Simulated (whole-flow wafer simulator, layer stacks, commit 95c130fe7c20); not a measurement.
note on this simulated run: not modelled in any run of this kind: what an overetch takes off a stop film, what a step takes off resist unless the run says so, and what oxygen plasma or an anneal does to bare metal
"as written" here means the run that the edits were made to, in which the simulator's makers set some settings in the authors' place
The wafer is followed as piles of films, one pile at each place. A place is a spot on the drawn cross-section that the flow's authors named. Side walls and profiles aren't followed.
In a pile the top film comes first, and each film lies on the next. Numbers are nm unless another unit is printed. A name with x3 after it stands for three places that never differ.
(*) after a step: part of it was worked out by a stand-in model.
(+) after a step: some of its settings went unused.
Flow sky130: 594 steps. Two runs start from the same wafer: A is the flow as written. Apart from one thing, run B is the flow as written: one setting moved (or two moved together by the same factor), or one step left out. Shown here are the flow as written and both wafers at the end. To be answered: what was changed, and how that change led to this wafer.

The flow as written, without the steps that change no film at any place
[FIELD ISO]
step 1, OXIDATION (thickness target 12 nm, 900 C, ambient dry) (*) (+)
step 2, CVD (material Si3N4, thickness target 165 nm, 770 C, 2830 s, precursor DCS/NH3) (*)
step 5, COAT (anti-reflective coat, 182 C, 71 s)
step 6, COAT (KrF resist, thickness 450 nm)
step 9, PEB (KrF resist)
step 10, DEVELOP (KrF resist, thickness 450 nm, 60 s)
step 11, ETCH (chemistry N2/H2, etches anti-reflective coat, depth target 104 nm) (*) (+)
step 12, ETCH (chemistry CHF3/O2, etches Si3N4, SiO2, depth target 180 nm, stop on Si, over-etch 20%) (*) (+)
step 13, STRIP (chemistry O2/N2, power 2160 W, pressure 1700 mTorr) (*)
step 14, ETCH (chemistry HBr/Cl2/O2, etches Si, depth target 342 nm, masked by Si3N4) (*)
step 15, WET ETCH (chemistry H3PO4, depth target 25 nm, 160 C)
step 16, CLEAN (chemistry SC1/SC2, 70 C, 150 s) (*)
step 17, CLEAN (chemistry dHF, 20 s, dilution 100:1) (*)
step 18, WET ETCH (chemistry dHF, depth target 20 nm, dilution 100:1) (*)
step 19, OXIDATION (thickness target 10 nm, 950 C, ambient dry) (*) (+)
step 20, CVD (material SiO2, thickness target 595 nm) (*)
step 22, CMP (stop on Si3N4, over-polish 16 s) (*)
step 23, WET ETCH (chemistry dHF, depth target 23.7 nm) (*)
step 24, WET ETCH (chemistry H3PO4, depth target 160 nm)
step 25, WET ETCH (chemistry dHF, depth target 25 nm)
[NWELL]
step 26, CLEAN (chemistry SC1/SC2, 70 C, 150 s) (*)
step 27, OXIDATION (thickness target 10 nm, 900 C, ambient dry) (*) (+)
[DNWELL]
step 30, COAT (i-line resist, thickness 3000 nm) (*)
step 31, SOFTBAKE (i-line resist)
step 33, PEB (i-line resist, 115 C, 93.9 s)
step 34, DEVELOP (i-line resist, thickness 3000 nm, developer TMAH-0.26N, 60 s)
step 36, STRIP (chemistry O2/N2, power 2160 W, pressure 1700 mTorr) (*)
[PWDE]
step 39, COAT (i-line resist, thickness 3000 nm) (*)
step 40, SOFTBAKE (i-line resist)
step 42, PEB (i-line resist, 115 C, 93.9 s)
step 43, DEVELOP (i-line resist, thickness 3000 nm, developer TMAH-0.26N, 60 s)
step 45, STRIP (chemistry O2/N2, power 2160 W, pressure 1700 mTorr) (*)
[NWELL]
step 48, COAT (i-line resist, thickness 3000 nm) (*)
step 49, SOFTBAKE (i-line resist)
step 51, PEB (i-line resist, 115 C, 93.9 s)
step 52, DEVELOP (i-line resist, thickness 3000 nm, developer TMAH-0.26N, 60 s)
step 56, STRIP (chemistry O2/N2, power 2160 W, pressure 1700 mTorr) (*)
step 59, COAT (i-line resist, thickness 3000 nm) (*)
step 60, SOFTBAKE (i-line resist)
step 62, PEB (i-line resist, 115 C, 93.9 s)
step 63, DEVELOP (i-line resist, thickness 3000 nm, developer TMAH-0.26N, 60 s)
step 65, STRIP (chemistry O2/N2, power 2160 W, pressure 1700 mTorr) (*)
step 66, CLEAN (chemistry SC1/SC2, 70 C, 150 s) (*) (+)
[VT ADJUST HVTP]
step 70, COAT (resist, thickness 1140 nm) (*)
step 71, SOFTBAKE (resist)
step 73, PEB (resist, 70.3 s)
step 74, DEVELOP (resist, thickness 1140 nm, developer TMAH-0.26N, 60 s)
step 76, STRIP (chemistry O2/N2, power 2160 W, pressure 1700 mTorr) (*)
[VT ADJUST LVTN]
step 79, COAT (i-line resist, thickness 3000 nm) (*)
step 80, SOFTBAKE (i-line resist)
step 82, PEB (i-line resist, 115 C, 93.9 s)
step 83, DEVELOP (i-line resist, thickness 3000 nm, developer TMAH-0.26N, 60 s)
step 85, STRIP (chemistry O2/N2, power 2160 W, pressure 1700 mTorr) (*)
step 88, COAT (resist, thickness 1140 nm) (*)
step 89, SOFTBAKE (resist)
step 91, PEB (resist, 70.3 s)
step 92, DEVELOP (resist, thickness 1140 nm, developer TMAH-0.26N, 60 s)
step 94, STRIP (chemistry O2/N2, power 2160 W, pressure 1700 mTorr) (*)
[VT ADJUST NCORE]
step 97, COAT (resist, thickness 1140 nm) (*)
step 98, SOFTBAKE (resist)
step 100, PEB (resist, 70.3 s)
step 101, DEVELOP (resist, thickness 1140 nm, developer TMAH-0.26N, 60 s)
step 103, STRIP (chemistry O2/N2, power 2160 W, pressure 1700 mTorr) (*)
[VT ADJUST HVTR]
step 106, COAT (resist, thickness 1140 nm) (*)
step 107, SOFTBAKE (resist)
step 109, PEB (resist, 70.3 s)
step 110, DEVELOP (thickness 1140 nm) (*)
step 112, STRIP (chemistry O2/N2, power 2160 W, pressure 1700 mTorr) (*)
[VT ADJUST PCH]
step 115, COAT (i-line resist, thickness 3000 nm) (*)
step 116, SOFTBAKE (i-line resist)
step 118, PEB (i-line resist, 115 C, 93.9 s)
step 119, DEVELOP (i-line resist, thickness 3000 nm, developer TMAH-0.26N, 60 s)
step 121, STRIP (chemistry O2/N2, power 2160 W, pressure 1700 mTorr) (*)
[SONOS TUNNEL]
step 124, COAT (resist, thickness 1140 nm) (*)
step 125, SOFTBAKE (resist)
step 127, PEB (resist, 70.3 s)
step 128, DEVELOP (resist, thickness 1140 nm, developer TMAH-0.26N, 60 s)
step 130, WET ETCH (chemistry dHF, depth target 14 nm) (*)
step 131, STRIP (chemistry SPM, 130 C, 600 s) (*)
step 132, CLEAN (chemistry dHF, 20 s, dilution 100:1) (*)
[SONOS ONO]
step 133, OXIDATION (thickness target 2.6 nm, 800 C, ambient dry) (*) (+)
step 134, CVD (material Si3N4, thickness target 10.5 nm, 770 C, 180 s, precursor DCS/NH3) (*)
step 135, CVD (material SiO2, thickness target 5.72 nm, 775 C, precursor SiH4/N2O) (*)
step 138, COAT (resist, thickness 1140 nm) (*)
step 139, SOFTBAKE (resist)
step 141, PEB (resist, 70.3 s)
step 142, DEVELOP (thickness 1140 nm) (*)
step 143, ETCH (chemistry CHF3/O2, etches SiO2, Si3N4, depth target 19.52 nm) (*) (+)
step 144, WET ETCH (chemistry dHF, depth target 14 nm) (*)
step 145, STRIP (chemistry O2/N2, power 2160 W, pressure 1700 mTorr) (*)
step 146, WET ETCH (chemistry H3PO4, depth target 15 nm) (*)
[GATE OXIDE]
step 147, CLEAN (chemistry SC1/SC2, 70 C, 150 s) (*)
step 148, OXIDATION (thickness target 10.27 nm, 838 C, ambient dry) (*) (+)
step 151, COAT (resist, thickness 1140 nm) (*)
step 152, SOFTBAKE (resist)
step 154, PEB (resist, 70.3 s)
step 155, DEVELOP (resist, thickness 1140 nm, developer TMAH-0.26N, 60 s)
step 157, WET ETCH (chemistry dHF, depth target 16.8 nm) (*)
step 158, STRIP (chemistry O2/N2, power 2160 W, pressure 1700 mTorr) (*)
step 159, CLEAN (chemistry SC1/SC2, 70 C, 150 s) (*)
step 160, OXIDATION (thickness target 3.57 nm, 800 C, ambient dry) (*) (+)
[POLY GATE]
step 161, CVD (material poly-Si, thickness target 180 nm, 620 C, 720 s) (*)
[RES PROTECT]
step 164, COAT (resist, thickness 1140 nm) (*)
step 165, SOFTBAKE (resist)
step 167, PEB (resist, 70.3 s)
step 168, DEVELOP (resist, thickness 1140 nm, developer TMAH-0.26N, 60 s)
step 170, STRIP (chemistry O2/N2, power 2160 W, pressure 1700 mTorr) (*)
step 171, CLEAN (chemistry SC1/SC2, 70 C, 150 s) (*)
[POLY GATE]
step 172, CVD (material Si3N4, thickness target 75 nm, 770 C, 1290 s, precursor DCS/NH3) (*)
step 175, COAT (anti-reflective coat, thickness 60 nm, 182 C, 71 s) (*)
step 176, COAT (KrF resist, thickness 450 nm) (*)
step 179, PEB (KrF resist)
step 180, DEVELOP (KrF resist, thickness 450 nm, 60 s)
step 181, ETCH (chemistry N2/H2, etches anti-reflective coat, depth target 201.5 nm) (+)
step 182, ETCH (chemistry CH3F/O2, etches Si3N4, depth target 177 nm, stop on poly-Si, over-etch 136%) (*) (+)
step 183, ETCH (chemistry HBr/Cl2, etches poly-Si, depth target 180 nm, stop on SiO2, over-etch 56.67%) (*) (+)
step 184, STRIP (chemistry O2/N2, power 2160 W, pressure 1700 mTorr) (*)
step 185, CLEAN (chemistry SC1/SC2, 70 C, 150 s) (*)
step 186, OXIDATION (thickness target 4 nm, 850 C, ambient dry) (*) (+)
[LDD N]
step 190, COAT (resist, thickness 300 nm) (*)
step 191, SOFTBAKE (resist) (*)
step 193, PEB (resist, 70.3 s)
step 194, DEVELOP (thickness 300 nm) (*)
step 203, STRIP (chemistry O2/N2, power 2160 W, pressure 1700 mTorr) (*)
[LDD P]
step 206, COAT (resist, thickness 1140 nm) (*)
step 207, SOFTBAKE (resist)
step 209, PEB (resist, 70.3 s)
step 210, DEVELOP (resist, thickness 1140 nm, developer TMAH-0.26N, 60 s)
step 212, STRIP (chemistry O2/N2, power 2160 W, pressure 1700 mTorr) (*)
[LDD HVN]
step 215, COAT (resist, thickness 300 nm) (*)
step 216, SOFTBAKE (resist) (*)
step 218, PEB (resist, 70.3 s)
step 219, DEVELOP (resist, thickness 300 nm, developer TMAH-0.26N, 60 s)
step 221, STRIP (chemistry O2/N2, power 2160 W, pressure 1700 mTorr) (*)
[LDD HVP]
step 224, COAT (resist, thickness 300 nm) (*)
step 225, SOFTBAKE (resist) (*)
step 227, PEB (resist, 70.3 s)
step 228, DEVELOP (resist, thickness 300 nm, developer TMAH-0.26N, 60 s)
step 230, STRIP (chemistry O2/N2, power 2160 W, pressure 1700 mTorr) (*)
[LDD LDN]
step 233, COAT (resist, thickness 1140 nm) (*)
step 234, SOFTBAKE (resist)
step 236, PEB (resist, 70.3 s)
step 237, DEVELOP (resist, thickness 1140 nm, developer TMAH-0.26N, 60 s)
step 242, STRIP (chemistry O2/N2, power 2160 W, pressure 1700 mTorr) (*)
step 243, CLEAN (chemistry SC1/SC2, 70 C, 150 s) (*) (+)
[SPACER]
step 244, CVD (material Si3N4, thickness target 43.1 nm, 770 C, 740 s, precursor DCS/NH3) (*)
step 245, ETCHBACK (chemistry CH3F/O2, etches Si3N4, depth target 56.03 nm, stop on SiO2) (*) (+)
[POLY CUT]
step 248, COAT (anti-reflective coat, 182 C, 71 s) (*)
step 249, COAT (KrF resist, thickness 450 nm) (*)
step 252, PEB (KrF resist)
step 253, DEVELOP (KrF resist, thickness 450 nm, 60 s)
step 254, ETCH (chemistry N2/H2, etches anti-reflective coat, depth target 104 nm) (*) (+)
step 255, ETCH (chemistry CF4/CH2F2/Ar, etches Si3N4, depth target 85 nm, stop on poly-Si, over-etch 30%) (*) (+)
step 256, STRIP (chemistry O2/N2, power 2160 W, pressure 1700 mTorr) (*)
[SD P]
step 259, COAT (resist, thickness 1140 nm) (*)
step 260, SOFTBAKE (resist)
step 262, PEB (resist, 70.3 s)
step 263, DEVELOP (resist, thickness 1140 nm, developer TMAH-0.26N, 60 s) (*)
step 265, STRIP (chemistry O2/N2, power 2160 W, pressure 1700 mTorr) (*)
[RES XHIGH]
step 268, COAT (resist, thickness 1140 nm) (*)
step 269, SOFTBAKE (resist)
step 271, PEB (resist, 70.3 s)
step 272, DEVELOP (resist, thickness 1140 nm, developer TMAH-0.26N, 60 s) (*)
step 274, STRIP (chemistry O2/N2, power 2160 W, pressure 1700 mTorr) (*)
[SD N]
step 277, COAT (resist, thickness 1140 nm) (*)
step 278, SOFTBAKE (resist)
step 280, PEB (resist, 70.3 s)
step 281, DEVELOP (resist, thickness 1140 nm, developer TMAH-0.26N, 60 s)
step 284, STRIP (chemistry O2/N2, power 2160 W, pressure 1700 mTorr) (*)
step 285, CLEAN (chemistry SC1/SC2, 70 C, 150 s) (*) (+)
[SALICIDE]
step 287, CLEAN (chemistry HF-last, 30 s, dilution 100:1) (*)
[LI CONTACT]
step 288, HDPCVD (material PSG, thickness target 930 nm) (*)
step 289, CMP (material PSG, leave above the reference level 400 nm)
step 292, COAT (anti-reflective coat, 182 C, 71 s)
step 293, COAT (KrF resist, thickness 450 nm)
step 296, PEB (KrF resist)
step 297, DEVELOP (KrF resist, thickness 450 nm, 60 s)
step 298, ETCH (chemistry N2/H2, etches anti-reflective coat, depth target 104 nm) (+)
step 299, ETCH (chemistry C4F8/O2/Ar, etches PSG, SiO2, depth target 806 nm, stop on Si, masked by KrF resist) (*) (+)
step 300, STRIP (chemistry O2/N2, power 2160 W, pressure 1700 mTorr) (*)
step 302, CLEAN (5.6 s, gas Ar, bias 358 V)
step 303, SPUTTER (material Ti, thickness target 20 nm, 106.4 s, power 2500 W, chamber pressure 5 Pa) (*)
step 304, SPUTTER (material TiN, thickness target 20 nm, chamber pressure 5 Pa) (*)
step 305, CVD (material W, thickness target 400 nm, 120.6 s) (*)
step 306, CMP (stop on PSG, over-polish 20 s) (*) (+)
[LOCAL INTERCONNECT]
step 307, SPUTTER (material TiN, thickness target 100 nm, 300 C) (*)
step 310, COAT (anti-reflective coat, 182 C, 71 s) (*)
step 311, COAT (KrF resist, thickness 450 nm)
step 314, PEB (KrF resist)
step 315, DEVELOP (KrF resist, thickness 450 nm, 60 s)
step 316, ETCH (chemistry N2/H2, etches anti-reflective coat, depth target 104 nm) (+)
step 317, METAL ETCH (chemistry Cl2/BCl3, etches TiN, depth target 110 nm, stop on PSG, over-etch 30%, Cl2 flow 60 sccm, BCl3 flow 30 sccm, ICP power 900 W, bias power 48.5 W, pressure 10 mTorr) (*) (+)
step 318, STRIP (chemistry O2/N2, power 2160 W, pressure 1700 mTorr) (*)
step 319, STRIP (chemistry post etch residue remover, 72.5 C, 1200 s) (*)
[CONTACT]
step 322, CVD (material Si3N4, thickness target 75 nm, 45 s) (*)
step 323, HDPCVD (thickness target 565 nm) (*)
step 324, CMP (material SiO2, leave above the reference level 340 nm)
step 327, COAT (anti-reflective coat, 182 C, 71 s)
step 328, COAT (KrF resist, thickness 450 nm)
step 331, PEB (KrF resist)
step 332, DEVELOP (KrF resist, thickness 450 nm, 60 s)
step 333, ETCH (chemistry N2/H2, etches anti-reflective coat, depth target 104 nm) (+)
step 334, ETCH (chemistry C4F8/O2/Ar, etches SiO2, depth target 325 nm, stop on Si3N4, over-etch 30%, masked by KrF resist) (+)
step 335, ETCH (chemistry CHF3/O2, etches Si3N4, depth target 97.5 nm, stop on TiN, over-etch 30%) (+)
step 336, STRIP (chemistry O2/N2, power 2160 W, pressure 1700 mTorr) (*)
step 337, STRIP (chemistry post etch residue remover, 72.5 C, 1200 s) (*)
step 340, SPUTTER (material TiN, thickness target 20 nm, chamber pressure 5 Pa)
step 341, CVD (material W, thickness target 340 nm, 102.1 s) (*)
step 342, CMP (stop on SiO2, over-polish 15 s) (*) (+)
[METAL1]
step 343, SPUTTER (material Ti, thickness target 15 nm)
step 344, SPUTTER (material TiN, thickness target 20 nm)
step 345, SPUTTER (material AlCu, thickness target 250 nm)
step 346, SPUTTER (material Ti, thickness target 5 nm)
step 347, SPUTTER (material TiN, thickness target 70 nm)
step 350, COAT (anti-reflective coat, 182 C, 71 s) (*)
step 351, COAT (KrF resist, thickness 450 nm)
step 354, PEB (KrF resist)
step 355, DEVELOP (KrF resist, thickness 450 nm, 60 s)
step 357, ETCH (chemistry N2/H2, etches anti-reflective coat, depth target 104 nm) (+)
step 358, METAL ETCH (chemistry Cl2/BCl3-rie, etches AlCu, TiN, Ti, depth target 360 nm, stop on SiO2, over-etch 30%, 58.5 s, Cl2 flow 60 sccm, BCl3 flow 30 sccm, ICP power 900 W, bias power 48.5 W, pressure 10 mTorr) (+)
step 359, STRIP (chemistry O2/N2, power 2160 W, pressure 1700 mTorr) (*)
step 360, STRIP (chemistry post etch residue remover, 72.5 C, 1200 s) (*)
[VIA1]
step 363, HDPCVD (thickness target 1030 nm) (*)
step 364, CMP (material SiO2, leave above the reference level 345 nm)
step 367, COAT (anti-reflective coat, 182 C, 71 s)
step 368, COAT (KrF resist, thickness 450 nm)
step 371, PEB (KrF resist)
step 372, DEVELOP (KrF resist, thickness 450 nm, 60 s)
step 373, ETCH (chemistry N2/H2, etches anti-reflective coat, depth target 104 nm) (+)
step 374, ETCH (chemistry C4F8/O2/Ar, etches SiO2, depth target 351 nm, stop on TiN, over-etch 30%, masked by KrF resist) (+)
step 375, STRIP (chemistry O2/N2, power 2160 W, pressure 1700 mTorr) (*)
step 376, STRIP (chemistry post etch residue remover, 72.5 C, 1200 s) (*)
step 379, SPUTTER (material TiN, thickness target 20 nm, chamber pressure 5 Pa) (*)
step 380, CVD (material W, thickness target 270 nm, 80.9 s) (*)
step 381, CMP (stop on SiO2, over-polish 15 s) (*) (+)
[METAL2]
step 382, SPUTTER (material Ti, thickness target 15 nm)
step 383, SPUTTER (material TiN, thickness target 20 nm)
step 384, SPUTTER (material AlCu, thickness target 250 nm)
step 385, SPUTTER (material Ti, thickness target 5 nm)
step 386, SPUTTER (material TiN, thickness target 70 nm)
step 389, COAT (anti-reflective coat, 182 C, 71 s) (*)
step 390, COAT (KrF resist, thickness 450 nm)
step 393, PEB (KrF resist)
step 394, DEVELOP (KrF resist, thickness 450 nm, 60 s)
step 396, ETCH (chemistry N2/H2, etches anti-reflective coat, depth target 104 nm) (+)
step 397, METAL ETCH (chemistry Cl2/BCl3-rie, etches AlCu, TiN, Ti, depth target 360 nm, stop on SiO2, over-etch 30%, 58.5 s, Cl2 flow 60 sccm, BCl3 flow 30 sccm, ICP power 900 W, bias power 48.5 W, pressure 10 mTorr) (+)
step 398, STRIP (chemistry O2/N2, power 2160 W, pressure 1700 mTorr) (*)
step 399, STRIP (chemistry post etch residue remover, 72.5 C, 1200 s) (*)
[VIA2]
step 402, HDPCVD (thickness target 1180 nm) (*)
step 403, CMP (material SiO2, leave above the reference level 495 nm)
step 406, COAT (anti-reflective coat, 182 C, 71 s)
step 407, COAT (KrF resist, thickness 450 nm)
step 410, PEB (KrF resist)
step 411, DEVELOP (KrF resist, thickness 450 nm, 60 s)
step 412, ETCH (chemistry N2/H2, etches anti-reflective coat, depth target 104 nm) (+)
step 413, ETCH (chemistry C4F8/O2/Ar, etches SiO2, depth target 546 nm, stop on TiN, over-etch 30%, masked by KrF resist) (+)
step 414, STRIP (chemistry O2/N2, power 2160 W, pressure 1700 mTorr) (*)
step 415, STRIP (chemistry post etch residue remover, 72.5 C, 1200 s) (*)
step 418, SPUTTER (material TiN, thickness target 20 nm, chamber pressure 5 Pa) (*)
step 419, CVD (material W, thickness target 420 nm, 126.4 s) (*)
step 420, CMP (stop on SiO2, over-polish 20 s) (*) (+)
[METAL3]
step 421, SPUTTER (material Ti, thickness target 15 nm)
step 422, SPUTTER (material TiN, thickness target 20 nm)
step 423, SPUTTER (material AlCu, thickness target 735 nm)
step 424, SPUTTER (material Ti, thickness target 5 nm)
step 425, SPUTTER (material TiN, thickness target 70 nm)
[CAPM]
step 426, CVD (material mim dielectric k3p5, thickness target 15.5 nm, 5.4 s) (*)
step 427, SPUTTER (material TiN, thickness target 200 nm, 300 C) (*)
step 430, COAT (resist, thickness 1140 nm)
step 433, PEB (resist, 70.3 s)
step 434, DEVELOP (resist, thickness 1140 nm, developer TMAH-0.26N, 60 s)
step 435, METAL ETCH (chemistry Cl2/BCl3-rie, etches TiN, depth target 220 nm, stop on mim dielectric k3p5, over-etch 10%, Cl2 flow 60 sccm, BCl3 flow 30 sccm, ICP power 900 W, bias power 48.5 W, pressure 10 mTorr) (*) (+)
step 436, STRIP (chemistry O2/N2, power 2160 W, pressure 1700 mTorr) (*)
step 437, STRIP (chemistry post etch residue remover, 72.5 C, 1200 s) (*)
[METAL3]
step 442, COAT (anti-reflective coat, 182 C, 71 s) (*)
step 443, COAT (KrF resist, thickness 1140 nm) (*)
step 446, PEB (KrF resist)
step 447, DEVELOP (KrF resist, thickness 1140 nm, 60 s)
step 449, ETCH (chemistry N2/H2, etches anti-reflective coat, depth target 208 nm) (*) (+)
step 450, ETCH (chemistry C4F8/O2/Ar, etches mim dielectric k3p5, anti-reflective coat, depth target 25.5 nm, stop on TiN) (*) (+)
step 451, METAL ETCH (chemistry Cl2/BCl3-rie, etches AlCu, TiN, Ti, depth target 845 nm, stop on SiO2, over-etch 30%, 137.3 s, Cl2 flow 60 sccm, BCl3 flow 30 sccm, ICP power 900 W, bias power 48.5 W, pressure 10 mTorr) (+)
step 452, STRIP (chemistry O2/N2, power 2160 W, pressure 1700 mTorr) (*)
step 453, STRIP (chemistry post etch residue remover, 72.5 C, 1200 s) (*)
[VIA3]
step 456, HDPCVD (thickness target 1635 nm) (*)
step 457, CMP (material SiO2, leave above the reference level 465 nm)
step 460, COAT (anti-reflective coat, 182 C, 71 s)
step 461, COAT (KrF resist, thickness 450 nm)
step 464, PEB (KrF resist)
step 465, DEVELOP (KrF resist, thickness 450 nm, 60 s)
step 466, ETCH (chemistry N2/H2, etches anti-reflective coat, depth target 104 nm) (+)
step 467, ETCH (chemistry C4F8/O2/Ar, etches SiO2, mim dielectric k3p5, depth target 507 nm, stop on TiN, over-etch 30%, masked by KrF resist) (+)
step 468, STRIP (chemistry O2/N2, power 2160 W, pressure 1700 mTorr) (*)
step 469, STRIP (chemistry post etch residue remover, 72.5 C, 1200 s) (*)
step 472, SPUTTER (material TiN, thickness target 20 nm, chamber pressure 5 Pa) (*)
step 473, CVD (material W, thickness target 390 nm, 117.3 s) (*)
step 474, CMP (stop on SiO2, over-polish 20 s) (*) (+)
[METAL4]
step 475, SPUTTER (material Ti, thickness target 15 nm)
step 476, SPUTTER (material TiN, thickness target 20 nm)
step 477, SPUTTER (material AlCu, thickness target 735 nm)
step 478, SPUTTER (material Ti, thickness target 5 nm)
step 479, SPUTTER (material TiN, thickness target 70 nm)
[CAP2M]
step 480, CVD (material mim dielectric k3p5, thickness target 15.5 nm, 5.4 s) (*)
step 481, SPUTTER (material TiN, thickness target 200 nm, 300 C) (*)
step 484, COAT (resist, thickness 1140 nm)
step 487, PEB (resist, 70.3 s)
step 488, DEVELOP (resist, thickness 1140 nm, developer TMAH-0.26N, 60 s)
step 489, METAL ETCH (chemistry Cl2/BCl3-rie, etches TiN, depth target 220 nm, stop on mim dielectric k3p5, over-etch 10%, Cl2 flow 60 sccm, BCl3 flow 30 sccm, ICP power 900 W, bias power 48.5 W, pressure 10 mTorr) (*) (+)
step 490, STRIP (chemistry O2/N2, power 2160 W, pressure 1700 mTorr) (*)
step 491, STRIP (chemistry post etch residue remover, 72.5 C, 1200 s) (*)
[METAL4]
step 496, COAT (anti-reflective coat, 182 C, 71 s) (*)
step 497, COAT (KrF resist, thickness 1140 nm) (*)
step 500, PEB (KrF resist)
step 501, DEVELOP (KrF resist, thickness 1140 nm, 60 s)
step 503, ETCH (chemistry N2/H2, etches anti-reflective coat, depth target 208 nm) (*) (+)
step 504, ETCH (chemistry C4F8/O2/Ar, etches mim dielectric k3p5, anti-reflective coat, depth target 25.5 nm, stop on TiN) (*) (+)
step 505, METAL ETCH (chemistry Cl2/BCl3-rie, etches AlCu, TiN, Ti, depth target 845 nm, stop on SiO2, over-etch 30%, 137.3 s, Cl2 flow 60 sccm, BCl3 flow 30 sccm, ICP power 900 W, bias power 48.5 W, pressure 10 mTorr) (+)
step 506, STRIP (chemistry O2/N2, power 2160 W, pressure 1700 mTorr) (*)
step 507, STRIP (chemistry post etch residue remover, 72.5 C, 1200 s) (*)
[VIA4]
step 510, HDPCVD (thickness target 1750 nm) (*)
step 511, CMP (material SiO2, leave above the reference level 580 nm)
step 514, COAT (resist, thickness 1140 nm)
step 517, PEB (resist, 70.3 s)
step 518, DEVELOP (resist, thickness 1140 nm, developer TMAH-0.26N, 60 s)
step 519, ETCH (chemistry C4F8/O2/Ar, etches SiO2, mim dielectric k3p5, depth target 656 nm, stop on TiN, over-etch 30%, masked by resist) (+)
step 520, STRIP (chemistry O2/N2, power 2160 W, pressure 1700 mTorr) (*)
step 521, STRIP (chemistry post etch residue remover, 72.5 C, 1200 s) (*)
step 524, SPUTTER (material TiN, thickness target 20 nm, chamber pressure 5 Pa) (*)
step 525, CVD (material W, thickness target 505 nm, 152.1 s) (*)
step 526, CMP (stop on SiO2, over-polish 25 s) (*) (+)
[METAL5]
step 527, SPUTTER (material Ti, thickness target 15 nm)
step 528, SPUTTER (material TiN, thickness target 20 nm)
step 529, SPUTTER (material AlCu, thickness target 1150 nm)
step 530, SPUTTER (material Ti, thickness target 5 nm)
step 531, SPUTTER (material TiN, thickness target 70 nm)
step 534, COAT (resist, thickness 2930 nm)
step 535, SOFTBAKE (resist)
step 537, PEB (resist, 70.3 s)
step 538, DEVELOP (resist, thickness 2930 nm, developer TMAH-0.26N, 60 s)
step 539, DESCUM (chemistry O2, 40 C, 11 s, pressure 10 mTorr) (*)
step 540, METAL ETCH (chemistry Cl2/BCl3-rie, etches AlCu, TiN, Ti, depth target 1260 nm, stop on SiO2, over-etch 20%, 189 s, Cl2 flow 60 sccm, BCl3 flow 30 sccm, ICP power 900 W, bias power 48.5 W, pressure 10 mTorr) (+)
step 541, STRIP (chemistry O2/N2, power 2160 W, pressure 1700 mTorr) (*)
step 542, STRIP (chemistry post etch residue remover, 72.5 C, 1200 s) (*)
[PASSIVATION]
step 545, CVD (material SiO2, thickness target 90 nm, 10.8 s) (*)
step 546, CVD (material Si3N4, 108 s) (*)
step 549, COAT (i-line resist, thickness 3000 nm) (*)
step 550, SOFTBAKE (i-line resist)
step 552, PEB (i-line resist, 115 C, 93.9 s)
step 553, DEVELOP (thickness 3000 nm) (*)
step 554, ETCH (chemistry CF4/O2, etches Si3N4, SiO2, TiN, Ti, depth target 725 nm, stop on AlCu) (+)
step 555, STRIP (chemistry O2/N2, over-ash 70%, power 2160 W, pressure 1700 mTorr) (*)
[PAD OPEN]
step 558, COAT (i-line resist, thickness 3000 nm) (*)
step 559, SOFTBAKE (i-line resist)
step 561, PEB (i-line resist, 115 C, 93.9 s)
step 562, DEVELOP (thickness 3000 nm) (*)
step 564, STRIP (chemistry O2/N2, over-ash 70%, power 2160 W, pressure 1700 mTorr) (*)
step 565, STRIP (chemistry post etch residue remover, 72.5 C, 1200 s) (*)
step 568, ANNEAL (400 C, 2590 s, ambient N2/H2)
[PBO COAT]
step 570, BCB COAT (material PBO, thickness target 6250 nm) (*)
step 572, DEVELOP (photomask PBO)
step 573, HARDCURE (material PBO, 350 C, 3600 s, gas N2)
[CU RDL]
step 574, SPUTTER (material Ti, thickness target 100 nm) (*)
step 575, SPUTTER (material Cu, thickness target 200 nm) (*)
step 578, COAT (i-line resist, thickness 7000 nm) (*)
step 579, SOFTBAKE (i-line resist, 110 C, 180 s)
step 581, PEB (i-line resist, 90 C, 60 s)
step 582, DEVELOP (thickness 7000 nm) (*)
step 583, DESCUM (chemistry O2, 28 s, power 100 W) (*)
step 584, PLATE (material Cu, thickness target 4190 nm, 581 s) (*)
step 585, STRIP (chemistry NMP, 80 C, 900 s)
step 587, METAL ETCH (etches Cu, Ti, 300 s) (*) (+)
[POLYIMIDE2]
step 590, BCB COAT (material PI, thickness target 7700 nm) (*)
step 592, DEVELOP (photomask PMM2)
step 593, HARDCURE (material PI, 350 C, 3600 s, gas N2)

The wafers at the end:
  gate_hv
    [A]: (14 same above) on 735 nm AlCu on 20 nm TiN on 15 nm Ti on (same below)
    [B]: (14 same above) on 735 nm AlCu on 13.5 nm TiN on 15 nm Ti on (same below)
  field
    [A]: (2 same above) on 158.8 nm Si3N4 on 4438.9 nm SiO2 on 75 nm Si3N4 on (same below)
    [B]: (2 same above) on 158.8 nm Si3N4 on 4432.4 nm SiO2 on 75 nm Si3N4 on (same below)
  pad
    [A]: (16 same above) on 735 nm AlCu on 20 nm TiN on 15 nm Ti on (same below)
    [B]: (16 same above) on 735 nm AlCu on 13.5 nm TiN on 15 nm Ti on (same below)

What caused this: step 422, SPUTTER: thickness target 13.5 nm was run, though the flow has thickness target 20 nm.
The wafer itself shows it: gate_hv has TiN 13.5, and step 422 as written asks for 20 nm.

Step by step, how the change led to this:
  step 422, SPUTTER (material TiN, thickness target 20 nm)
      field, active, n_well and 188 more: A TiN gains 20 (new film) | B TiN gains 13.5 (new film)
  step 451, METAL ETCH (chemistry Cl2/BCl3-rie, etches AlCu, TiN, Ti, depth target 845 nm, stop on SiO2, over-etch 30%, 137.3 s, Cl2 flow 60 sccm, BCl3 flow 30 sccm, ICP power 900 W, bias power 48.5 W, pressure 10 mTorr) (+)
      field, gate, spacer and 68 more: A TiN loses 70 (all of it), Ti loses 5 (all of it), AlCu loses 735 (all of it), TiN loses 20 (all of it), Ti loses 15 (all of it), SiO2 loses 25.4 | B TiN loses 70 (all of it), Ti loses 5 (all of it), AlCu loses 735 (all of it), TiN loses 13.5 (all of it), Ti loses 15 (all of it), SiO2 loses 26
      active, vpp_ln, vpp_iso2 and 11 more: A TiN loses 70 (all of it), Ti loses 5 (all of it), AlCu loses 735 (all of it), TiN loses 20 (all of it), Ti loses 15 (all of it), SiO2 loses 25.3 | B TiN loses 70 (all of it), Ti loses 5 (all of it), AlCu loses 735 (all of it), TiN loses 13.5 (all of it), Ti loses 15 (all of it), SiO2 loses 26
